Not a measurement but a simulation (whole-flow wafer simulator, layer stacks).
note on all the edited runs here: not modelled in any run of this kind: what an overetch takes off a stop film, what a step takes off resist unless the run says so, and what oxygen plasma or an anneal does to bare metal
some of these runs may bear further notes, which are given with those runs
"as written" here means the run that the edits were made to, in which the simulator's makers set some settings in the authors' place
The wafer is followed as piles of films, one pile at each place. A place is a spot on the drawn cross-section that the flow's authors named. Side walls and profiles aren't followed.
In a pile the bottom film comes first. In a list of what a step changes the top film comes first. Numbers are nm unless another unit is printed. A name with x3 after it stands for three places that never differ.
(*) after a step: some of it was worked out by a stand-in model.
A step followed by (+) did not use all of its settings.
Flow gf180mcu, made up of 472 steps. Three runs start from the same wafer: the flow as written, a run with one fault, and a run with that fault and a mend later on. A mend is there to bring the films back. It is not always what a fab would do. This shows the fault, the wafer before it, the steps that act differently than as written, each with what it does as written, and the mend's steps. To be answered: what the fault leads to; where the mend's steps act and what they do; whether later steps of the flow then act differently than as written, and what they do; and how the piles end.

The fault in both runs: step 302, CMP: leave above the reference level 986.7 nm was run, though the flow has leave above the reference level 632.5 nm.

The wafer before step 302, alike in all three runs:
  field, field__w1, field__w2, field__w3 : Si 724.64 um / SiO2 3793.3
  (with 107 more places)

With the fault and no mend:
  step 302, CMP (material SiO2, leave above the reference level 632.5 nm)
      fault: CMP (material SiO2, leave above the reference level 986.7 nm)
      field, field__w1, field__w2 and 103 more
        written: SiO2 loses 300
        fault: nothing
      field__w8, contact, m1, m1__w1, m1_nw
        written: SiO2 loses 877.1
        fault: SiO2 loses 522.9
  Steps further on in the flow that do not act as written (6 more steps, not shown, differ only slightly: by at most 2% or 0.5 nm, whichever is larger):
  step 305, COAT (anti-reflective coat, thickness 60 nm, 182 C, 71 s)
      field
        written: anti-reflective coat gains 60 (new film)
        fault: anti-reflective coat gains 81.7 (new film)
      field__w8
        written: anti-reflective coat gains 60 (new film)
        fault: anti-reflective coat gains 30.4 (new film)
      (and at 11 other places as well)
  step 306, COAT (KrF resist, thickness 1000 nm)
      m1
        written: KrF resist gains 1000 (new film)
        fault: KrF resist gains 979.3 (new film)
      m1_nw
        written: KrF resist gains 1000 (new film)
        fault: KrF resist gains 977.5 (new film)
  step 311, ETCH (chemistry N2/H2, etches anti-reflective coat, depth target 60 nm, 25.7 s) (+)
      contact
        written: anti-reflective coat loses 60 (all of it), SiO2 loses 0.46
        fault: anti-reflective coat loses 33.2 (all of it), SiO2 loses 1.15
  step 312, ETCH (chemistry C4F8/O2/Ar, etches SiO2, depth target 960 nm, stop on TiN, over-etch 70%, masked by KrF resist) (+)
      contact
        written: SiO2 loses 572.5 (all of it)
        fault: SiO2 loses 926 (all of it)
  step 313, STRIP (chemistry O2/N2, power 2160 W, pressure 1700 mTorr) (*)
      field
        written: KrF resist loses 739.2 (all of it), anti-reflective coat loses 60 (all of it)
        fault: KrF resist loses 728.9 (all of it), anti-reflective coat loses 81.7 (all of it)
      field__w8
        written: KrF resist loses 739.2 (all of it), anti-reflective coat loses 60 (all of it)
        fault: KrF resist loses 733.5 (all of it), anti-reflective coat loses 30.4 (all of it)
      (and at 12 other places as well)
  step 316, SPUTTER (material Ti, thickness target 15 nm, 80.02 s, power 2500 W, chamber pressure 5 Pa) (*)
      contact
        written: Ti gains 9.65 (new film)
        fault: Ti gains 8.11 (new film)
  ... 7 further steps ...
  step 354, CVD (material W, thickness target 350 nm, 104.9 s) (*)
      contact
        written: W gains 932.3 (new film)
        fault: W gains 984.7 (new film)
  By the end, the piles at field, field__w1, field__w2 and 109 more depart from the flow's by more than 2% or 0.5 nm, whichever is larger.
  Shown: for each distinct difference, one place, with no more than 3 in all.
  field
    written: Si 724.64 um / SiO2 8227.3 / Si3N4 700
    fault: Si 724.64 um / SiO2 8579.4 / Si3N4 700
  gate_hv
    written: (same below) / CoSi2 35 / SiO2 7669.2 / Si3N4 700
    fault: (same below) / CoSi2 35 / SiO2 8021.3 / Si3N4 700
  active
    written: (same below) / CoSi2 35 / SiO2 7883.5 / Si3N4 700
    fault: (same below) / CoSi2 35 / SiO2 8235.7 / Si3N4 700

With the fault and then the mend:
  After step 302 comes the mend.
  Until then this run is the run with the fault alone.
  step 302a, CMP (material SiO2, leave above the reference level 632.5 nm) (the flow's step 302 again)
      field, field__w1, field__w2 and 103 more
        SiO2 loses 300
      field__w8, contact, m1, m1__w1, m1_nw
        SiO2 loses 354.2
  Every later step of the flow that is run acts as written at every place that is followed.
  At every place that both follow, the piles at the end match the flow's.
